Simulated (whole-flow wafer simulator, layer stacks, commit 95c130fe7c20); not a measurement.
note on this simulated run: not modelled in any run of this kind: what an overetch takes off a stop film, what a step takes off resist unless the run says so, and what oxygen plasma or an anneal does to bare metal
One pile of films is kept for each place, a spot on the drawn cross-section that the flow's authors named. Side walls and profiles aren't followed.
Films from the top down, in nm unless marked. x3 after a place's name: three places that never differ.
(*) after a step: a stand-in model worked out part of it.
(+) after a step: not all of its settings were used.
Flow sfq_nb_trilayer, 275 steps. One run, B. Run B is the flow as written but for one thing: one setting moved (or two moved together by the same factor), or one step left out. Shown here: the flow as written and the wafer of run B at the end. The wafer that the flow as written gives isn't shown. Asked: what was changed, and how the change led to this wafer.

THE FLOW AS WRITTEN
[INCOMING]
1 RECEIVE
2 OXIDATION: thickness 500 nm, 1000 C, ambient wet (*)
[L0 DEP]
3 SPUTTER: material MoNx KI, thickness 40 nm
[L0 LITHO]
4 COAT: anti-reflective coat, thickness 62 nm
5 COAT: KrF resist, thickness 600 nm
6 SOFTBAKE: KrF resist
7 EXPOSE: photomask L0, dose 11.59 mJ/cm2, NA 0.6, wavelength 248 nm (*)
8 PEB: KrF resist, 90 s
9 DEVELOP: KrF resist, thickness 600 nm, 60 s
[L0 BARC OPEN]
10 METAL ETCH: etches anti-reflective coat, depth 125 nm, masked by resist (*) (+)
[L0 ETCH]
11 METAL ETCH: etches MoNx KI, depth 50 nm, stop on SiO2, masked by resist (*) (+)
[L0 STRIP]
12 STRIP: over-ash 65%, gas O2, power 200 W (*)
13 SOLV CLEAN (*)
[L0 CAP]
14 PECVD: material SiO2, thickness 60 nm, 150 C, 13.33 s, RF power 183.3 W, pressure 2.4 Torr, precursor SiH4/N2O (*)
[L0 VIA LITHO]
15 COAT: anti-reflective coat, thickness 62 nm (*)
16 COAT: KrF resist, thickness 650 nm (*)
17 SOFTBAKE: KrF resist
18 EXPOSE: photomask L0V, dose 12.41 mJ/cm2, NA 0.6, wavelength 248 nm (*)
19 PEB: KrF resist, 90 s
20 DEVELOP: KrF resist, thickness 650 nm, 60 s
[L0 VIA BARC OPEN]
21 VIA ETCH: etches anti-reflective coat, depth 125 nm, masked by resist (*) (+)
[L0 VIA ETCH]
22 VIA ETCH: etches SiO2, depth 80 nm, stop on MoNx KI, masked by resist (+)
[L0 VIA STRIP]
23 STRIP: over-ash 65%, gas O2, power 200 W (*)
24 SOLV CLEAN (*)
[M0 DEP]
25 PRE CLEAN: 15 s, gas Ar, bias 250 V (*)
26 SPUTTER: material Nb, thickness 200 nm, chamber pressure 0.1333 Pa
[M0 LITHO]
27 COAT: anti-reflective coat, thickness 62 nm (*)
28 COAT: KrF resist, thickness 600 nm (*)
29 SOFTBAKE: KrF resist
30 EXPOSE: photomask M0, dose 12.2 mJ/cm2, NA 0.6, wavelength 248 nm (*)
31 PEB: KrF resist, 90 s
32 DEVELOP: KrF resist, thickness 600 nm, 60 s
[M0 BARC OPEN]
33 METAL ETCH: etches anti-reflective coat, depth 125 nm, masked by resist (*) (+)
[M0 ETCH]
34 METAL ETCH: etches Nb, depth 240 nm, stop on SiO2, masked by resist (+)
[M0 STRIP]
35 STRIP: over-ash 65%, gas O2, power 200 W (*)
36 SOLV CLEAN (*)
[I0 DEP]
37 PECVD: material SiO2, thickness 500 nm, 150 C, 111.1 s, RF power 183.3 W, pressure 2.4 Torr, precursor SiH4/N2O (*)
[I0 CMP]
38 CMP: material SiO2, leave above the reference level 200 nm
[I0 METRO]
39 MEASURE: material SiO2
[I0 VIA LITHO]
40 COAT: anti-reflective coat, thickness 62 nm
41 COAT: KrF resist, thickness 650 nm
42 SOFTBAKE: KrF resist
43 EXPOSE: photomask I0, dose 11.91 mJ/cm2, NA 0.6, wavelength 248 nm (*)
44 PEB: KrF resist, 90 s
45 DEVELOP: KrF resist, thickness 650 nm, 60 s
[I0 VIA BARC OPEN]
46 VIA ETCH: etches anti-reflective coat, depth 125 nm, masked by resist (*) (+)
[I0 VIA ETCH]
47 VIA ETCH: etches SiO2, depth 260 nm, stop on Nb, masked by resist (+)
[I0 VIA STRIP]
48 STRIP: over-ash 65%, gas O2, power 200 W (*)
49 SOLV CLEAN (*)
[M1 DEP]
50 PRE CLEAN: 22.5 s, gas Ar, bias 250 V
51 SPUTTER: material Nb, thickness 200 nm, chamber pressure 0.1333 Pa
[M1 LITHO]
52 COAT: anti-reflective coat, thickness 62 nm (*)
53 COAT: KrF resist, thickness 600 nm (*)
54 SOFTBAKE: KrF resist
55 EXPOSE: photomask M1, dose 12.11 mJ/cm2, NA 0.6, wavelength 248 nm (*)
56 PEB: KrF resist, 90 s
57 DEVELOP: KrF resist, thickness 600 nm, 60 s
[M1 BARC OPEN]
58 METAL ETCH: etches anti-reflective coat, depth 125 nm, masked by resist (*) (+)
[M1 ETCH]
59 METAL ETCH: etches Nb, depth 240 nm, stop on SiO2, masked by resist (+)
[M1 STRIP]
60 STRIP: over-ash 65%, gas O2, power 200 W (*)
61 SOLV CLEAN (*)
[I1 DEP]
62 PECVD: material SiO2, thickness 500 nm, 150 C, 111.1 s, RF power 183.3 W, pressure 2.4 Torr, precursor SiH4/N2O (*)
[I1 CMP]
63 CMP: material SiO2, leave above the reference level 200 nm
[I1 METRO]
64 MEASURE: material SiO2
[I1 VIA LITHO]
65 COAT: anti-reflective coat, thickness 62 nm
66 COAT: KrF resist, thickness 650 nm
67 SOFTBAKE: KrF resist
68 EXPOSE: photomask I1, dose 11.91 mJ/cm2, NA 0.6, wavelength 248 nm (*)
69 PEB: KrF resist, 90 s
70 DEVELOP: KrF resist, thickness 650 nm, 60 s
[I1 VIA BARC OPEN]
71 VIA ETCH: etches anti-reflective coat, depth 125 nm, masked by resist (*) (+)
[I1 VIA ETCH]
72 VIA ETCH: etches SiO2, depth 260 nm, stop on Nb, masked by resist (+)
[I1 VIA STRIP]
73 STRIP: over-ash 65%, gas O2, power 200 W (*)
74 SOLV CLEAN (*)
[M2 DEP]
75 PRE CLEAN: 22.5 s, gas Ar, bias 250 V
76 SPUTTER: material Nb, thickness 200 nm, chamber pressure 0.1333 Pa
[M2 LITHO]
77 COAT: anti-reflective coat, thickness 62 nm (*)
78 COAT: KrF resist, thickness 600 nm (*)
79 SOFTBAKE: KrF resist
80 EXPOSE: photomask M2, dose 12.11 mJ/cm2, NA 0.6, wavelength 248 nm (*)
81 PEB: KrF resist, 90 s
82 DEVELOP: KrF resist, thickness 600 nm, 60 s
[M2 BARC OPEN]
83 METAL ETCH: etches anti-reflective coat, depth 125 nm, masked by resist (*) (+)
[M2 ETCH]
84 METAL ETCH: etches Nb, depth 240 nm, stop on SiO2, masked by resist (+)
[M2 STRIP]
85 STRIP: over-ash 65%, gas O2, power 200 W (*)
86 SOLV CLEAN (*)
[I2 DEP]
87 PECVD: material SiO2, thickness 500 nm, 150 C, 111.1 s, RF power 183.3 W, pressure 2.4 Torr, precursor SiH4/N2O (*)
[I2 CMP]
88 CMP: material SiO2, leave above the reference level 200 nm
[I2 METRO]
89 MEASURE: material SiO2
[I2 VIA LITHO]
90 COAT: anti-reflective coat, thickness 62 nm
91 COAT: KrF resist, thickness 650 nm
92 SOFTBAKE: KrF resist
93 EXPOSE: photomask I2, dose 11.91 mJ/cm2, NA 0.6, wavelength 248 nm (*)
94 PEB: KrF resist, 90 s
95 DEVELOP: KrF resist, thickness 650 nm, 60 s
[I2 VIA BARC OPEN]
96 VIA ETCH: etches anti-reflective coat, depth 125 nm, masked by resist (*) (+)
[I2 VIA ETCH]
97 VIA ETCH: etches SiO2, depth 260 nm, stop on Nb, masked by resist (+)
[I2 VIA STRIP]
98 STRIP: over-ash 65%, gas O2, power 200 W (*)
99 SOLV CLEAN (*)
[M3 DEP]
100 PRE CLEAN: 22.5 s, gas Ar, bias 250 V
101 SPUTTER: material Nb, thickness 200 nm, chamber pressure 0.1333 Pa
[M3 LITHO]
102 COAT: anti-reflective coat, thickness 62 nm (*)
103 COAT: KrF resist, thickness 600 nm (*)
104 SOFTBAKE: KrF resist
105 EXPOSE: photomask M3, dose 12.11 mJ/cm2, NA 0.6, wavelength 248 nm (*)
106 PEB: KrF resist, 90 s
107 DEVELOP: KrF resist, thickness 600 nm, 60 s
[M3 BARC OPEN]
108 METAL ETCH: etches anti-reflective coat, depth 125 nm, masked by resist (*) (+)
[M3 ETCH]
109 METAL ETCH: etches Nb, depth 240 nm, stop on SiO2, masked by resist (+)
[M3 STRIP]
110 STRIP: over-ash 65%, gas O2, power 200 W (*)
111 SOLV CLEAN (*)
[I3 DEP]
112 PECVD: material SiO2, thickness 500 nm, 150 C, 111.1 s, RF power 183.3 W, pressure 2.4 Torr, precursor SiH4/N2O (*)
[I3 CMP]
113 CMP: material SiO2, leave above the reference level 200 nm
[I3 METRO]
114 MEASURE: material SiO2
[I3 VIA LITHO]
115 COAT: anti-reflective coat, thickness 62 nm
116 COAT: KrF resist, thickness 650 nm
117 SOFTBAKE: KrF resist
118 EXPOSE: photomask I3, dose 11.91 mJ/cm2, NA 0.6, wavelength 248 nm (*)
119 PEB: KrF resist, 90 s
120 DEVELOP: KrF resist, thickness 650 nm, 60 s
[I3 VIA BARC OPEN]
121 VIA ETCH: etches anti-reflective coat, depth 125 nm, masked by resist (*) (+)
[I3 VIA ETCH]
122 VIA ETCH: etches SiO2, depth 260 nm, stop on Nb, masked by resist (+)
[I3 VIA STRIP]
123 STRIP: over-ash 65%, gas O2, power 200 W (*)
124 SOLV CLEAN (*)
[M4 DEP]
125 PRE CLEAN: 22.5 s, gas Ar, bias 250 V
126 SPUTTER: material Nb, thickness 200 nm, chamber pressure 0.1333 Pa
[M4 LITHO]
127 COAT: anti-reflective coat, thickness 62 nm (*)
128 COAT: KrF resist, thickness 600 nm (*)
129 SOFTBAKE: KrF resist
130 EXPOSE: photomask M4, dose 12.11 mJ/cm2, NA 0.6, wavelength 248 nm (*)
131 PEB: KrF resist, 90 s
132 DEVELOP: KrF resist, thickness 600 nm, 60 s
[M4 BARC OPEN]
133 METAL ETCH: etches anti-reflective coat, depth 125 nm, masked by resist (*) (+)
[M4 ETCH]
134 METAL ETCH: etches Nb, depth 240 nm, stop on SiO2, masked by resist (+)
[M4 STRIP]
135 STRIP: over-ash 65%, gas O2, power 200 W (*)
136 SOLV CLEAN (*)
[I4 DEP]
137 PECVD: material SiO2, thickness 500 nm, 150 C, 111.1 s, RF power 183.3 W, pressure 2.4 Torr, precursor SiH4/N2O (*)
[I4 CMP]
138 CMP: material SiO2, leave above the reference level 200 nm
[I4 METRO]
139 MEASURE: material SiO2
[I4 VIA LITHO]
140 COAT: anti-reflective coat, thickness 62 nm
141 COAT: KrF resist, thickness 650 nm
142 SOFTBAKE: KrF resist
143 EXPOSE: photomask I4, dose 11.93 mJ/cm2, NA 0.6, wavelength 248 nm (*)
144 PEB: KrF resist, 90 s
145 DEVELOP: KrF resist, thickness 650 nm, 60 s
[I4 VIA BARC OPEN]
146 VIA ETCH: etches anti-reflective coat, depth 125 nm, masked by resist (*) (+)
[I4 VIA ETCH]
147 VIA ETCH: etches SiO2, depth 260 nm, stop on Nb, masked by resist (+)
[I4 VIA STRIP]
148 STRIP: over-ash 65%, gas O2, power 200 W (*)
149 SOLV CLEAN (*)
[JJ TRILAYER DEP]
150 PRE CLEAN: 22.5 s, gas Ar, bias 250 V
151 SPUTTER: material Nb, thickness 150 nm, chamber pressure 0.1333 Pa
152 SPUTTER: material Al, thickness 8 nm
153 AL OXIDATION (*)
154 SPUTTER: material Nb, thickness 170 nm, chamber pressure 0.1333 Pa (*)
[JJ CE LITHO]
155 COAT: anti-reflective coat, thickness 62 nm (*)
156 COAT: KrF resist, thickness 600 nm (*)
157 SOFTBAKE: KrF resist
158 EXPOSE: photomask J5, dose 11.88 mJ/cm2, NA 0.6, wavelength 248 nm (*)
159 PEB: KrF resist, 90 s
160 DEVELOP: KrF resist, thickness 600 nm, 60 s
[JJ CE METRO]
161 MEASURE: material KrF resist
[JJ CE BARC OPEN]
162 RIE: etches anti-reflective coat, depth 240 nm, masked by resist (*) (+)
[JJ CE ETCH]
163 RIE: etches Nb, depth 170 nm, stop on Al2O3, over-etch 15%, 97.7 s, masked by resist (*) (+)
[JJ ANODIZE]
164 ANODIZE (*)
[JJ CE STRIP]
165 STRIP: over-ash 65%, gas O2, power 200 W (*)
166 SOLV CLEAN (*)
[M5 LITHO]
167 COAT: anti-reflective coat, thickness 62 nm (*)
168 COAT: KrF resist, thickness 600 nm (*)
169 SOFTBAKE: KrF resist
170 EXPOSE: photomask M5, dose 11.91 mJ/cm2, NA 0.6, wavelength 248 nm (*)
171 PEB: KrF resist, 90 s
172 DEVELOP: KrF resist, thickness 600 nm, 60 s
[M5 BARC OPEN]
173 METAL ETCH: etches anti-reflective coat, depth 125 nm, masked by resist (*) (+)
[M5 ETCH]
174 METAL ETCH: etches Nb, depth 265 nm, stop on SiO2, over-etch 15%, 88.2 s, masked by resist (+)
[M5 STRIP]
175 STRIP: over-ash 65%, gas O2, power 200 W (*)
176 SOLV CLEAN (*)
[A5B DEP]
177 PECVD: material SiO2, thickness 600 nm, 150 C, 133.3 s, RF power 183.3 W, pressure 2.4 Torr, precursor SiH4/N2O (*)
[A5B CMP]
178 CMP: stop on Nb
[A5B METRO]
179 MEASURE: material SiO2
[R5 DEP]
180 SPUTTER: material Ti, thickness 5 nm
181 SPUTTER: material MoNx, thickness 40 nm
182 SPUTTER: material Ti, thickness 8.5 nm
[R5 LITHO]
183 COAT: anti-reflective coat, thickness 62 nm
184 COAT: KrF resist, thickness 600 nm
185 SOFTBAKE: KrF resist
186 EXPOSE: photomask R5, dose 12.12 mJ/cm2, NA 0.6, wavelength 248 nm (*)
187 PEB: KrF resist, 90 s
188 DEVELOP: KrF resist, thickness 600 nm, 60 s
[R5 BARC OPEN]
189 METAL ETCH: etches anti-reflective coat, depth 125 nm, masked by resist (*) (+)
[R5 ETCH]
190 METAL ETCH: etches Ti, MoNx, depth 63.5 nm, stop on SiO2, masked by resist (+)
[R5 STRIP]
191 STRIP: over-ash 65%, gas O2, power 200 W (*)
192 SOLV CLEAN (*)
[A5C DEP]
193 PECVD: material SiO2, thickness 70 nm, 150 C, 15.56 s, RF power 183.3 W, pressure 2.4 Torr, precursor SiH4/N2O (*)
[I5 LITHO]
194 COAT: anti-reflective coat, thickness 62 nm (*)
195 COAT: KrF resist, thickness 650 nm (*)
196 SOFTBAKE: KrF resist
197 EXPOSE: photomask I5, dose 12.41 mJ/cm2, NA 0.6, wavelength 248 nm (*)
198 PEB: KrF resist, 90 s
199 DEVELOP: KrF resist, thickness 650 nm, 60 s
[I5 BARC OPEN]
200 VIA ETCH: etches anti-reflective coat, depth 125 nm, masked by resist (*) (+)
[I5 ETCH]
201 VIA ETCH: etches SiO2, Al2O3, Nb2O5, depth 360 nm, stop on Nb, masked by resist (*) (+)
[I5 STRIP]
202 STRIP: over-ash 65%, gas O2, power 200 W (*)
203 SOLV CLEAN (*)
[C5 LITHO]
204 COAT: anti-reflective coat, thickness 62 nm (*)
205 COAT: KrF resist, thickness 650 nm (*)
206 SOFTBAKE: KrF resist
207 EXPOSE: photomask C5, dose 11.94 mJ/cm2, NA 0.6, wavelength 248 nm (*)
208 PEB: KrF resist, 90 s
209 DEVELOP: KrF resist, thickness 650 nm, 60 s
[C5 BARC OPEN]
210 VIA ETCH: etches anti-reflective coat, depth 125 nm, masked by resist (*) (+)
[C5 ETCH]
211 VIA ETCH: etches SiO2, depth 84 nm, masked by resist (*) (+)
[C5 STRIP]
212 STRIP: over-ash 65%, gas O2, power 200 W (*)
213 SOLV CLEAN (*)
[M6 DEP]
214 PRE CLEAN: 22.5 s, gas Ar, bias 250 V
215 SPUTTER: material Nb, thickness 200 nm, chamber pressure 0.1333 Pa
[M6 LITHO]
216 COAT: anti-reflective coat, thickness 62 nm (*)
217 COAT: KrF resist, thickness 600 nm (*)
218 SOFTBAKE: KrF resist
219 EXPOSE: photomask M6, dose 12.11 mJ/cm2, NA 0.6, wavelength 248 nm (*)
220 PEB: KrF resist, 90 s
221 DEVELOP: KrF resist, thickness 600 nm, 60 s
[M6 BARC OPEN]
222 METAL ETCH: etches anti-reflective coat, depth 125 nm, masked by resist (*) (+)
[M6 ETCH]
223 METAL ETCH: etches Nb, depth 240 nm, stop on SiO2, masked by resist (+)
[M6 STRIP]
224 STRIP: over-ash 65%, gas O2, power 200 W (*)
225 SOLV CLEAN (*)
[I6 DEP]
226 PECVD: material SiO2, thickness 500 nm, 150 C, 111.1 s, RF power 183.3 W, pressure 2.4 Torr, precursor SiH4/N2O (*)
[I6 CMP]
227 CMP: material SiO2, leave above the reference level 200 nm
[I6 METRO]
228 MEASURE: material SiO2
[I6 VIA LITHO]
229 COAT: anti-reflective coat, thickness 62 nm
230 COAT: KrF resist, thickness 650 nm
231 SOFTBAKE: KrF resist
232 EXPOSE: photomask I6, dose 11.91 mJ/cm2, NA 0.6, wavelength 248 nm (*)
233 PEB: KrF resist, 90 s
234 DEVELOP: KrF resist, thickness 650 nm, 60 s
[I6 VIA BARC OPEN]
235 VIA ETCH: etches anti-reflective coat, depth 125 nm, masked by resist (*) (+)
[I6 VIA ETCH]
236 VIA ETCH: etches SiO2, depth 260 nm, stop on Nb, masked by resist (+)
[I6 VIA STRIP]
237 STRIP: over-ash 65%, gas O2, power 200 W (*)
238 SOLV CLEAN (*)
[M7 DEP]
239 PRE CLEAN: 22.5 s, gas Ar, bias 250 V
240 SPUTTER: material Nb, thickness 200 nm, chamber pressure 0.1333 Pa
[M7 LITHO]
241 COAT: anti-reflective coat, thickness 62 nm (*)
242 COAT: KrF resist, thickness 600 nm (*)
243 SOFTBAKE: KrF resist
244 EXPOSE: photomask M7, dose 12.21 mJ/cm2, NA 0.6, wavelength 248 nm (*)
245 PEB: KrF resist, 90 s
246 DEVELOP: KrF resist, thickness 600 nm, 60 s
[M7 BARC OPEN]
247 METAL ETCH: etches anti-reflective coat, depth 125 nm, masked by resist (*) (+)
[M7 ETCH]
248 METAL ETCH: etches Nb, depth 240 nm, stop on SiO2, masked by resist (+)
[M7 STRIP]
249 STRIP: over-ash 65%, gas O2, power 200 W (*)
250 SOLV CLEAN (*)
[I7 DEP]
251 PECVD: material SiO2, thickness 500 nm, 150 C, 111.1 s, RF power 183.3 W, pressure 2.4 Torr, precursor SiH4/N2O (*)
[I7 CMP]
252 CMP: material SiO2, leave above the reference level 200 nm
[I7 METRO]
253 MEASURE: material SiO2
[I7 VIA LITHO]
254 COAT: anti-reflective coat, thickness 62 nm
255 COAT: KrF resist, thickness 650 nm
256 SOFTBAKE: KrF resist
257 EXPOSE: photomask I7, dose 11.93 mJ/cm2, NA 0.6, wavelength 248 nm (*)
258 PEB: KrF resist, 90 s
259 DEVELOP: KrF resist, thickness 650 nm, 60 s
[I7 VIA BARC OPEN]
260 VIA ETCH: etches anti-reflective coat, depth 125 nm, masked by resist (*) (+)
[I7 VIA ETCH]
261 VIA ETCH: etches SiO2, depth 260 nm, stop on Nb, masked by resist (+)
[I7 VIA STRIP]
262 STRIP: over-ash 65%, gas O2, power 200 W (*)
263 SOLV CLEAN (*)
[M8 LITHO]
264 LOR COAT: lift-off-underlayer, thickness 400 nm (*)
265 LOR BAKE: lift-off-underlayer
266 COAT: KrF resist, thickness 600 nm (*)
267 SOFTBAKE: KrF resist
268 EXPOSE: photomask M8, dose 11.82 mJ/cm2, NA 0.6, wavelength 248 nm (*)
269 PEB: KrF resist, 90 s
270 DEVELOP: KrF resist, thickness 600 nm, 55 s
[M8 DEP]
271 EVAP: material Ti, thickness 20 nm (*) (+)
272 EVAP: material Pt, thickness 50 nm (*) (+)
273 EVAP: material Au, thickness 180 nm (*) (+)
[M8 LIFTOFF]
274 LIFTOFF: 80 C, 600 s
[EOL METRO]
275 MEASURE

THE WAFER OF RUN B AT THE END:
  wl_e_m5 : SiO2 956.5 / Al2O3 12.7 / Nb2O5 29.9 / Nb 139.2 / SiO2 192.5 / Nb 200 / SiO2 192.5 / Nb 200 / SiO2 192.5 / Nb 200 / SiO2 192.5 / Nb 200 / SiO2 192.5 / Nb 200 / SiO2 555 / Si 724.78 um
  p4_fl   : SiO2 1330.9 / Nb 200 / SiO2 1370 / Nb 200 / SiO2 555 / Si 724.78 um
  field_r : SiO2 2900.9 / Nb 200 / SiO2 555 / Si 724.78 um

The cause: step 227, CMP: leave above the reference level 155 nm was run, where the flow has leave above the reference level 200 nm.

How the change led to this, step by step:
  227 CMP: material SiO2, leave above the reference level 200 nm
      field_l, p4_fl, p4_fm and 59 more: SiO2 -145 (as written it would be: SiO2 -100)
      v_sur, via_wl, via_w and 15 more: SiO2 -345 (as written it would be: SiO2 -300)
      (and at 26 more places)
  236 VIA ETCH: etches SiO2, depth 260 nm, stop on Nb, masked by resist (+)
      field_l, v_sur, via_wl and 102 more: KrF resist -40 (as written it would be: KrF resist -44.8)
      via_v: SiO2 -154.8 (all of it) (as written it would be: SiO2 -199.8 (all of it))
  240 SPUTTER: material Nb, thickness 200 nm, chamber pressure 0.1333 Pa
      via_v: Nb +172 (as written it would be: Nb +161.1)
  241 COAT: anti-reflective coat, thickness 62 nm (*)
      via_v: anti-reflective coat +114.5 (new film) (as written it would be: anti-reflective coat +126 (new film))
  242 COAT: KrF resist, thickness 600 nm (*)
      via_v: KrF resist +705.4 (new film) (as written it would be: KrF resist +742.5 (new film))
  249 STRIP: over-ash 65%, gas O2, power 200 W (*)
      via_v: KrF resist -487.5 (all of it), anti-reflective coat -114.5 (all of it) (as written it would be: KrF resist -524.5 (all of it), anti-reflective coat -126 (all of it))
  251 PECVD: material SiO2, thickness 500 nm, 150 C, 111.1 s, RF power 183.3 W, pressure 2.4 Torr, precursor SiH4/N2O (*)
      via_v: SiO2 +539 (new film) (as written it would be: SiO2 +621 (new film))
  252 CMP: material SiO2, leave above the reference level 200 nm
      via_v: SiO2 -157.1 (as written it would be: SiO2 -183.1)
